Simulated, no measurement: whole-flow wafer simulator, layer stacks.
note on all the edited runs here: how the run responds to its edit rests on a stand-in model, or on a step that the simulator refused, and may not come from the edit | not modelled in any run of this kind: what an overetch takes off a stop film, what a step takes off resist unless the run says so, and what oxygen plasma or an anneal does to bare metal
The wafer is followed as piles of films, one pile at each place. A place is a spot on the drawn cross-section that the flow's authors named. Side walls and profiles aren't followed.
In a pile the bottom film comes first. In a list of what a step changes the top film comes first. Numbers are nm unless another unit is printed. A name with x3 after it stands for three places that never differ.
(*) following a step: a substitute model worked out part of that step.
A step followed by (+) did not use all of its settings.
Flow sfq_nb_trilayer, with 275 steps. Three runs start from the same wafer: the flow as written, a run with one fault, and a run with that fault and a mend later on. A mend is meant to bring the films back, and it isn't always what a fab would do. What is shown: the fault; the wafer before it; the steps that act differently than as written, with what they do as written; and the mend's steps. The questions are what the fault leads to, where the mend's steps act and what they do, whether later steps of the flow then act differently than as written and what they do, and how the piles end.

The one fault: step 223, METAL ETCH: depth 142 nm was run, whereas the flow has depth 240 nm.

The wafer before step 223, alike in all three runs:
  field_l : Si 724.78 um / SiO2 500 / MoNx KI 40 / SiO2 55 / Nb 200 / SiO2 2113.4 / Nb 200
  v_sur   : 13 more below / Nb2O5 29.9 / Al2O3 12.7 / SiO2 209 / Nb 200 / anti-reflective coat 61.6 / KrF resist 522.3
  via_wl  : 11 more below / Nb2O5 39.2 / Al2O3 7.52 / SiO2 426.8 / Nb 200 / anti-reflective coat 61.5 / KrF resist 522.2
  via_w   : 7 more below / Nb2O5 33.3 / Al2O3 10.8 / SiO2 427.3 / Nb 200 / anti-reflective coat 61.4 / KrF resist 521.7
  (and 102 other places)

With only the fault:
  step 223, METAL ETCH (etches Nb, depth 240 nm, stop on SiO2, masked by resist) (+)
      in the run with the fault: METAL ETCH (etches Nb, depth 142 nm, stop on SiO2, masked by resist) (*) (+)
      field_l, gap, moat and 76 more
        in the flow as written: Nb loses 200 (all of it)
        in the run with the fault: Nb loses 142
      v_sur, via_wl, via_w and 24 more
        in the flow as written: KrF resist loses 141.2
        in the run with the fault: KrF resist loses 83.5
  Steps later in the flow that act otherwise than as written:
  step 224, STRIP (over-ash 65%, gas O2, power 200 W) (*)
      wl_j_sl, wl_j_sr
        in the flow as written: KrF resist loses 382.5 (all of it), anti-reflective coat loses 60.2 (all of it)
        in the run with the fault: KrF resist loses 440.2 (all of it), anti-reflective coat loses 60.2 (all of it)
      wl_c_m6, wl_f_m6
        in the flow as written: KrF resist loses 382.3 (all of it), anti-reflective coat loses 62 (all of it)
        in the run with the fault: KrF resist loses 439.9 (all of it), anti-reflective coat loses 62 (all of it)
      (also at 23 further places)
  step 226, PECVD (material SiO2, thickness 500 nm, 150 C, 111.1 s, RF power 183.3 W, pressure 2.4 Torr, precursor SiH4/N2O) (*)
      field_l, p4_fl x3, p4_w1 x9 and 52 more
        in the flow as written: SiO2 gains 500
        in the run with the fault: SiO2 gains 500 (new film)
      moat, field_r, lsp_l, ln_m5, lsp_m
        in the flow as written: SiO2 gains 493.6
        in the run with the fault: SiO2 gains 500 (new film)
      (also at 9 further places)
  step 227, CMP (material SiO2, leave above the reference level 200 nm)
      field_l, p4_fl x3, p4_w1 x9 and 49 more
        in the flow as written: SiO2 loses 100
        in the run with the fault: SiO2 loses 158
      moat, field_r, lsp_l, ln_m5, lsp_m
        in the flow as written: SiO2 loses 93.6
        in the run with the fault: SiO2 loses 158
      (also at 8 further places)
  The piles end different from the flow's at field_l, gap, moat and 76 more by more than 2% or 0.5 nm, whichever is larger.
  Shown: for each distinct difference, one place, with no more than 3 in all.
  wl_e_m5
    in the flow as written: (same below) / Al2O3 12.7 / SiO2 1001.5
    in the run with the fault: (same below) / Al2O3 12.7 / SiO2 209 / Nb 58 / SiO2 734.5
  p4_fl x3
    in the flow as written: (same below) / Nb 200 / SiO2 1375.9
    in the run with the fault: (same below) / Nb 200 / SiO2 583.4 / Nb 58 / SiO2 734.5
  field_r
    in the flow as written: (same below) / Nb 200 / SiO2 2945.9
    in the run with the fault: (same below) / Nb 200 / SiO2 2153.4 / Nb 58 / SiO2 734.5

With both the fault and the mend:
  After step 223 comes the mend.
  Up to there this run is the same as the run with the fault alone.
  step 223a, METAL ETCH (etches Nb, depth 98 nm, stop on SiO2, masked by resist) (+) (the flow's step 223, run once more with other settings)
      field_l, gap, moat and 76 more
        Nb loses 58 (all of it)
      v_sur, via_wl, via_w and 24 more
        KrF resist loses 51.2
  Later steps of the flow that are run all act as written at every place that is followed, up to a difference of at most 2% or 0.5 nm, whichever is larger.
  At every place that both follow, the piles at the end match the flow's.
